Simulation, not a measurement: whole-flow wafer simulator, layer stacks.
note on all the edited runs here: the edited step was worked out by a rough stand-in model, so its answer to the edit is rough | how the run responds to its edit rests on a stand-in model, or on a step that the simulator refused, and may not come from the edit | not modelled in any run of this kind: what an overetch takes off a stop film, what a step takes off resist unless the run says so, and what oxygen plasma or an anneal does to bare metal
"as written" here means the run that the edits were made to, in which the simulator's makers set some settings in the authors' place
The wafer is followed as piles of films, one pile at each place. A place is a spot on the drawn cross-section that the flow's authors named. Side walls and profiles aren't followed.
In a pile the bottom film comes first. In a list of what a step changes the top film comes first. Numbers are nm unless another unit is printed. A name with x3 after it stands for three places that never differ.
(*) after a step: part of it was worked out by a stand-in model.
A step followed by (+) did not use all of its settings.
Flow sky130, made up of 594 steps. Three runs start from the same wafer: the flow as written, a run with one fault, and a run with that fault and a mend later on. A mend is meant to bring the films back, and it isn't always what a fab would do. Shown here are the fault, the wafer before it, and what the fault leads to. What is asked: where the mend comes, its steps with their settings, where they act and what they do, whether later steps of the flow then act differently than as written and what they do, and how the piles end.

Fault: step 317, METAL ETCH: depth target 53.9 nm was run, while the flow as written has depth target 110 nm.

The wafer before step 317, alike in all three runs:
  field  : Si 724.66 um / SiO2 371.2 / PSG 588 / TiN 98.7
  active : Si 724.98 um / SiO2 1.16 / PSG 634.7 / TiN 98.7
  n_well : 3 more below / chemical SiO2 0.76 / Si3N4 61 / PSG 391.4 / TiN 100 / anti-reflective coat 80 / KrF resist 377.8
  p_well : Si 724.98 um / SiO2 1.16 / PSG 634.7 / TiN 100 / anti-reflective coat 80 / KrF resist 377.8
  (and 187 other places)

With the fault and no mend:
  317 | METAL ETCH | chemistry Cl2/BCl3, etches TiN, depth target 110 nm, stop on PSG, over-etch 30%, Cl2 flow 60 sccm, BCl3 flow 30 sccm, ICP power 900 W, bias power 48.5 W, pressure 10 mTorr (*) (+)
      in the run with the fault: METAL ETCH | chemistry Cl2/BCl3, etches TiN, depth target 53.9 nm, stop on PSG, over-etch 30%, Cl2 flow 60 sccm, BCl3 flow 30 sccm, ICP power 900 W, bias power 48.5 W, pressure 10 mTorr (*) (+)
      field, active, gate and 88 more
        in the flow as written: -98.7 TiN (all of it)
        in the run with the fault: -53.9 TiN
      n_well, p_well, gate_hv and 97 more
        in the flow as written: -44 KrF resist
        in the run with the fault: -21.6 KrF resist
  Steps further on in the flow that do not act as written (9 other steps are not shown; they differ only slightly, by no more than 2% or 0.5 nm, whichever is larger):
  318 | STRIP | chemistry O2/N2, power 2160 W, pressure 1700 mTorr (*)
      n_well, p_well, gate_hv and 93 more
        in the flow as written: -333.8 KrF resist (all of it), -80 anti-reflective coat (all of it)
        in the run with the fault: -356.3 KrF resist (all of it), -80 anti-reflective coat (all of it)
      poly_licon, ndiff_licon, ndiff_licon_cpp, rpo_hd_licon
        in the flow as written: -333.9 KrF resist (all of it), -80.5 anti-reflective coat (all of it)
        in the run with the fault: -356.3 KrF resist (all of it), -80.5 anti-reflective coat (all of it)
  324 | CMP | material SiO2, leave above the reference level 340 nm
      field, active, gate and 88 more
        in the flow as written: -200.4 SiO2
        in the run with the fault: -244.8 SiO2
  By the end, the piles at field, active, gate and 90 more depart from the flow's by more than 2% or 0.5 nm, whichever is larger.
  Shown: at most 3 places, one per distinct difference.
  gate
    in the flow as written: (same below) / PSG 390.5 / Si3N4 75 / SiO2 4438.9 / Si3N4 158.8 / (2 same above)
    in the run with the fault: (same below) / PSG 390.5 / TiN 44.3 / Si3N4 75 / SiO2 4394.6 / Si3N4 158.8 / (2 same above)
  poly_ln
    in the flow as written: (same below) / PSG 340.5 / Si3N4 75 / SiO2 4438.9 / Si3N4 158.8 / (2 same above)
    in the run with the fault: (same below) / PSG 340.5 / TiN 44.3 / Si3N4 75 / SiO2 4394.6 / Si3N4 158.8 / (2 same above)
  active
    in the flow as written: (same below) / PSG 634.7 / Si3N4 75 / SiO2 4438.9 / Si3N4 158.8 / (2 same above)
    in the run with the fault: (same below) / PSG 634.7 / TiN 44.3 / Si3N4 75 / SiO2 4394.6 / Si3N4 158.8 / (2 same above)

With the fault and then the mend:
  The mend follows step 317.
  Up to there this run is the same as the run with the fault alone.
  317a | METAL ETCH | chemistry Cl2/BCl3, etches TiN, depth target 56.1 nm, stop on PSG, over-etch 30%, Cl2 flow 60 sccm, BCl3 flow 30 sccm, ICP power 900 W, bias power 48.5 W, pressure 10 mTorr (*) (+) (a further turn of the flow's step 317, with different settings)
      n_well, p_well, gate_hv and 97 more
        -22.4 KrF resist
      field, active, gate and 88 more
        -44.8 TiN (all of it)
  None of the later steps of the flow acts differently than as written at any place that is followed.
  The piles end the same as the flow's at every place that both follow.
